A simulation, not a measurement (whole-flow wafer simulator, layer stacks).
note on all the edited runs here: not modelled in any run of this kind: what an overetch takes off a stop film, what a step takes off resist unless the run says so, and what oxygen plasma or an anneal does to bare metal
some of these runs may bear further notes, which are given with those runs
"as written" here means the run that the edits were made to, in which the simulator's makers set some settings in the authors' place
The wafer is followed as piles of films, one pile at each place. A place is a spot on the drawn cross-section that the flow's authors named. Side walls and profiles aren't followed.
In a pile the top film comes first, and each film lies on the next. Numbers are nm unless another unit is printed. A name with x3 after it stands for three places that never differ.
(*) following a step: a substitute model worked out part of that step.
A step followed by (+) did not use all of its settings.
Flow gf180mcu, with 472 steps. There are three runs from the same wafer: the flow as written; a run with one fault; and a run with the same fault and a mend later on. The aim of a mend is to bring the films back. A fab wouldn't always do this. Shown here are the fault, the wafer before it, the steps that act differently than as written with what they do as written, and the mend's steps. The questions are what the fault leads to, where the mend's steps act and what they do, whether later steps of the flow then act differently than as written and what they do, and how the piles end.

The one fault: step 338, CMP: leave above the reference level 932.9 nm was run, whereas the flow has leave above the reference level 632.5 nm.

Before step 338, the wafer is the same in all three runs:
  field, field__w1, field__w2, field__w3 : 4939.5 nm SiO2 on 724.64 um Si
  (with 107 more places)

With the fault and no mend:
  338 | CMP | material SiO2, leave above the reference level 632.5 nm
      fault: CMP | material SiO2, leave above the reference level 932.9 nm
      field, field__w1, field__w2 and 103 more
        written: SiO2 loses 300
        fault: nothing
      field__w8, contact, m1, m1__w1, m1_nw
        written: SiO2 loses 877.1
        fault: SiO2 loses 576.7
  Steps later in the flow that act otherwise than as written (not shown: 6 more steps that differ only slightly, by at most 2% or 0.5 nm, whichever is larger):
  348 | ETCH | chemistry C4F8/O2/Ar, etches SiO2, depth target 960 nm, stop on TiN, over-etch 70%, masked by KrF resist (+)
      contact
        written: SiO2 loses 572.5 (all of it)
        fault: SiO2 loses 872.9 (all of it)
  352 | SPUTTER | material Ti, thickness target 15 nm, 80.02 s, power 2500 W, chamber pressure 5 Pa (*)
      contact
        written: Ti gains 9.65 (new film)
        fault: Ti gains 8.11 (new film)
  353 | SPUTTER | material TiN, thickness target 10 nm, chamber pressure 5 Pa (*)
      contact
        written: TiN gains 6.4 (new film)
        fault: TiN gains 5.38 (new film)
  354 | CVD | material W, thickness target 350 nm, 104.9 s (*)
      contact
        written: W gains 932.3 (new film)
        fault: W gains 1234.8 (new film)
  The piles end different from the flow's at field, field__w1, field__w2 and 109 more by more than 2% or 0.5 nm, whichever is larger.
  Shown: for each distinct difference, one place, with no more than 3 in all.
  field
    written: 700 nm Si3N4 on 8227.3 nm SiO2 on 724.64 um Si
    fault: 700 nm Si3N4 on 8527.3 nm SiO2 on 724.64 um Si
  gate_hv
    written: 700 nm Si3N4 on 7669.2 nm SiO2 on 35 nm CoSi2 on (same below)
    fault: 700 nm Si3N4 on 7969.2 nm SiO2 on 35 nm CoSi2 on (same below)
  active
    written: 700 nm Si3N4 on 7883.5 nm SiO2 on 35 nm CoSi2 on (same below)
    fault: 700 nm Si3N4 on 8183.5 nm SiO2 on 35 nm CoSi2 on (same below)

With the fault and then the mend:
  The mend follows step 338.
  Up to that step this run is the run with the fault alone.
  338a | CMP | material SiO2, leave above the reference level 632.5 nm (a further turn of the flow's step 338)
      field, field__w1, field__w2 and 103 more
        SiO2 loses 300
      field__w8, contact, m1, m1__w1, m1_nw
        SiO2 loses 300.4
  Every later step of the flow that is run acts as written at every place that is followed.
  The piles end the same as the flow's at every place that both follow.
